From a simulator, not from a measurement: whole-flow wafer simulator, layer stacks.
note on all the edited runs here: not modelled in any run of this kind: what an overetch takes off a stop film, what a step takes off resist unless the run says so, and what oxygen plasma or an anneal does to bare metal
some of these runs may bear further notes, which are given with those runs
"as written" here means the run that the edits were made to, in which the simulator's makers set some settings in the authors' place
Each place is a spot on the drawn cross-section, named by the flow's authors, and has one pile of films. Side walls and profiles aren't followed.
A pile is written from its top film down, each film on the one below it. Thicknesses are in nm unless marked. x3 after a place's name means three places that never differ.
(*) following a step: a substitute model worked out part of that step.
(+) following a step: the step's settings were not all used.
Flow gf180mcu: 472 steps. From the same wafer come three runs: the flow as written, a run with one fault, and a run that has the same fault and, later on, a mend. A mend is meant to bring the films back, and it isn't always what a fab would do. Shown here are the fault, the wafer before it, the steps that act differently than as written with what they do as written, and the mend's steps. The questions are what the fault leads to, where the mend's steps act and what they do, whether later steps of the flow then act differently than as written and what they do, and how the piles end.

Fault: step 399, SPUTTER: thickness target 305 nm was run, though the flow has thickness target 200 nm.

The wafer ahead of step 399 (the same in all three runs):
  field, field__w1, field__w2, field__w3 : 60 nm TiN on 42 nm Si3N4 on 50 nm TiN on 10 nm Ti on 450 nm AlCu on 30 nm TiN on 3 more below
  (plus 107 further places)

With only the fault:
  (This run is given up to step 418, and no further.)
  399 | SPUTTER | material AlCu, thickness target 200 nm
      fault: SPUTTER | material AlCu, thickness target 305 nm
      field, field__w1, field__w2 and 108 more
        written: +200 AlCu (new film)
        fault: +305 AlCu (new film)
  Steps later in the flow that act otherwise than as written (not shown: 2 more steps that differ only slightly, by at most 2% or 0.5 nm, whichever is larger):
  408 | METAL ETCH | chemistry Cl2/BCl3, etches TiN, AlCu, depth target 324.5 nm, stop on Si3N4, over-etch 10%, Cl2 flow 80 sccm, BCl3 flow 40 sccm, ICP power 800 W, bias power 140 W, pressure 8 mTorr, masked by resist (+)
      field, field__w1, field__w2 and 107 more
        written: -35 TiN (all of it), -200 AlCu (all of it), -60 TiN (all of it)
        fault: -35 TiN (all of it), -289.5 AlCu
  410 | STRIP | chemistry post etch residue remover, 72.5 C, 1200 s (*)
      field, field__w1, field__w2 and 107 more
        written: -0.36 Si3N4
        fault: -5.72 AlCu
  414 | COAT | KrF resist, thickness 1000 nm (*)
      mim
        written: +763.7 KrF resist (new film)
        fault: +737.4 KrF resist (new film)
  Once step 418 is done, the piles at field, field__w1, field__w2 and 109 more depart from the flow's by more than 2% or 0.5 nm, whichever is larger.
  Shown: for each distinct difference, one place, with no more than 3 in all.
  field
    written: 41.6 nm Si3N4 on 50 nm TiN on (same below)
    fault: 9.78 nm AlCu on 60 nm TiN on 42 nm Si3N4 on 50 nm TiN on (same below)
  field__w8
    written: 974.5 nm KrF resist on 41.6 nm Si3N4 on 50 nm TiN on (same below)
    fault: 974.5 nm KrF resist on 9.78 nm AlCu on 60 nm TiN on 42 nm Si3N4 on 50 nm TiN on (same below)
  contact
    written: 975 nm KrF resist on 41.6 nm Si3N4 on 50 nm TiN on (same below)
    fault: 975 nm KrF resist on 9.78 nm AlCu on 60 nm TiN on 42 nm Si3N4 on 50 nm TiN on (same below)

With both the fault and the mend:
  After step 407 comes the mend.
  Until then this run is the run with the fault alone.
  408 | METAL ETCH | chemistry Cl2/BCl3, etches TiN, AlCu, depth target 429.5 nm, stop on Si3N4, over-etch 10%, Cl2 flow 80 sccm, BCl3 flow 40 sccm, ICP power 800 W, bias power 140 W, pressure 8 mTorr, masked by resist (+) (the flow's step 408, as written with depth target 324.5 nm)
      field, field__w1, field__w2 and 107 more
        -35 TiN (all of it), -305 AlCu (all of it), -60 TiN (all of it)
      mim
        -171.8 resist
  Steps later in the flow that act otherwise than as written (not shown: 2 more steps that differ only slightly, by at most 2% or 0.5 nm, whichever is larger):
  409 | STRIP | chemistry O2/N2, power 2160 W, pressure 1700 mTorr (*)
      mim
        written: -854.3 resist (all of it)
        mend: -812.3 resist (all of it)
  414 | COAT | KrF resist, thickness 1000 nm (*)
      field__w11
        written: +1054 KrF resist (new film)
        mend: +1078.6 KrF resist (new film)
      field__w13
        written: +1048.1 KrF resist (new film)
        mend: +1069.9 KrF resist (new film)
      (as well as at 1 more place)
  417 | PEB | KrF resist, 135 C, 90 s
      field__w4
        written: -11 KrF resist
        mend: -11.6 KrF resist
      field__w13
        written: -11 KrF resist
        mend: -11.7 KrF resist
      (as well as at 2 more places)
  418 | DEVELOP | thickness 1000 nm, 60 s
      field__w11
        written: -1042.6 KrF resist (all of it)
        mend: -1066.8 KrF resist (all of it)
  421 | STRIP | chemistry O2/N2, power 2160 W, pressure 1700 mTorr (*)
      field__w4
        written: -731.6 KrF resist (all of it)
        mend: -750.4 KrF resist (all of it)
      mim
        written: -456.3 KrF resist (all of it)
        mend: -379.3 KrF resist (all of it)
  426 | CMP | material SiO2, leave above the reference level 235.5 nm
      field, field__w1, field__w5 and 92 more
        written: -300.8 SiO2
        mend: -195.8 SiO2
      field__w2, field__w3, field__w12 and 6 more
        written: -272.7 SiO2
        mend: -167.7 SiO2
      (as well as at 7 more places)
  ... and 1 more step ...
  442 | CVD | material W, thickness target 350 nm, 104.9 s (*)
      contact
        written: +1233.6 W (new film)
        mend: +1339.4 W (new film)
  By the end, the piles at field__w4, field__w8, contact, m1, m1__w1, mim, mim_1p0, m1_nw depart from the flow's by more than 2% or 0.5 nm, whichever is larger.
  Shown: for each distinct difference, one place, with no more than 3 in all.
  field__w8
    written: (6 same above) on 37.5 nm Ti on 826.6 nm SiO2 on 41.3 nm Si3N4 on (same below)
    mend: (6 same above) on 37.5 nm Ti on 931.6 nm SiO2 on 41.3 nm Si3N4 on (same below)
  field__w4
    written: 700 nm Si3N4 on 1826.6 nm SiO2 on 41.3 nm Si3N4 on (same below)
    mend: 700 nm Si3N4 on 1931.6 nm SiO2 on 41.3 nm Si3N4 on (same below)
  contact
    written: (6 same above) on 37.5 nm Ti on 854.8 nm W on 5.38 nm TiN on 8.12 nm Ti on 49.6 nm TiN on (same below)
    mend: (6 same above) on 37.5 nm Ti on 960.6 nm W on 5.07 nm TiN on 7.65 nm Ti on 49.6 nm TiN on (same below)
